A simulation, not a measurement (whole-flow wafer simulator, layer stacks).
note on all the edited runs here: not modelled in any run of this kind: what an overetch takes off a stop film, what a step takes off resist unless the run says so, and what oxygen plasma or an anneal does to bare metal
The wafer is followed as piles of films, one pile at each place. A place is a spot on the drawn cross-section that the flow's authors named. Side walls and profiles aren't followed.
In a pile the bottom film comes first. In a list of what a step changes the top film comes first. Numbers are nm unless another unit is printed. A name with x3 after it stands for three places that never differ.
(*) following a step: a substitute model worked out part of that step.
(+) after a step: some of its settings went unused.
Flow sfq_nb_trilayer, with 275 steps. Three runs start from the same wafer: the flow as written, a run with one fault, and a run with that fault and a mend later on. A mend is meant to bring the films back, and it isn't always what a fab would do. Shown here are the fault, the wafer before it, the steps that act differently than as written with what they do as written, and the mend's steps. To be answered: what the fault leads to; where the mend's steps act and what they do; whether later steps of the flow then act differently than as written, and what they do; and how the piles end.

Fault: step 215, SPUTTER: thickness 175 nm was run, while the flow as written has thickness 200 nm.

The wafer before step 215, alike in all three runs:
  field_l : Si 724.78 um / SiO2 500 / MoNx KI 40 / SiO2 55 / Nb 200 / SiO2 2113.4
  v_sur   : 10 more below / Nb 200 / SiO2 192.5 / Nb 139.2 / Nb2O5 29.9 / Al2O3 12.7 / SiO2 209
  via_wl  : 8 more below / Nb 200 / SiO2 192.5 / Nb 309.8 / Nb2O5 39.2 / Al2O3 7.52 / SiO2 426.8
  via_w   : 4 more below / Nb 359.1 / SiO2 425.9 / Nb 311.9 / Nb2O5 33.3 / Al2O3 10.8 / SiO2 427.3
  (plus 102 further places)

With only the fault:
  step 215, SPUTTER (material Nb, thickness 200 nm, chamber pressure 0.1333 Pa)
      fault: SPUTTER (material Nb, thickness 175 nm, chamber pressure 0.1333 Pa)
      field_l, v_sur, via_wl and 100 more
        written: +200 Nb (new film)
        fault: +175 Nb (new film)
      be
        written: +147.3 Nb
        fault: +129.1 Nb
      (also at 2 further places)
  Steps further on in the flow that do not act as written (not shown: 6 more steps that differ only slightly, by at most 2% or 0.5 nm, whichever is larger):
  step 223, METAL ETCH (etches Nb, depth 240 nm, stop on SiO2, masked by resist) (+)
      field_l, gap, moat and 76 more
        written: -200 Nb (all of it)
        fault: -175 Nb (all of it)
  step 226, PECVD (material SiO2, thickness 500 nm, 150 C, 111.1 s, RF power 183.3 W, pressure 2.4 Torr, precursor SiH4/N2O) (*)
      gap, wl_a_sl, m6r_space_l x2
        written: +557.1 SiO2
        fault: +532.1 SiO2
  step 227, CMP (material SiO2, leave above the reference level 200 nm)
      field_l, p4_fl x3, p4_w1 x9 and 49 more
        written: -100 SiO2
        fault: -125 SiO2
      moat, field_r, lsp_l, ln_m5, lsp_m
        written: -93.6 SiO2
        fault: -119.4 SiO2
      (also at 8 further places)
  By the end, the piles at v_sur, via_wl, via_w and 62 more depart from the flow's by more than 2% or 0.5 nm, whichever is larger.
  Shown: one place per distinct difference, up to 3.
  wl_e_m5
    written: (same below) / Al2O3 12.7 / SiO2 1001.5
    fault: (same below) / Al2O3 12.7 / SiO2 976.5
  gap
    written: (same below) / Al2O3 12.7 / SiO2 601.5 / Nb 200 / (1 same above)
    fault: (same below) / Al2O3 12.7 / SiO2 576.5 / Nb 200 / (1 same above)
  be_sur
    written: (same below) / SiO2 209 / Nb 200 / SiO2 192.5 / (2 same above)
    fault: (same below) / SiO2 209 / Nb 175 / SiO2 192.5 / (2 same above)

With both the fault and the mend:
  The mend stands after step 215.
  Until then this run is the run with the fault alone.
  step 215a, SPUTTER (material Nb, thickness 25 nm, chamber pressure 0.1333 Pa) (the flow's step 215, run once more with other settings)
      field_l, v_sur, via_wl and 98 more
        +25 Nb
      ce_l, ce_r
        +24.1 Nb
      be
        +15.8 Nb
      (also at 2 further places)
  None of the later steps of the flow differs from how it acts as written, at any place that is followed, by more than 2% or 0.5 nm, whichever is larger.
  At the end the piles are close to the flow's at the places that both follow, differing by at most 2% or 0.5 nm, whichever is larger.
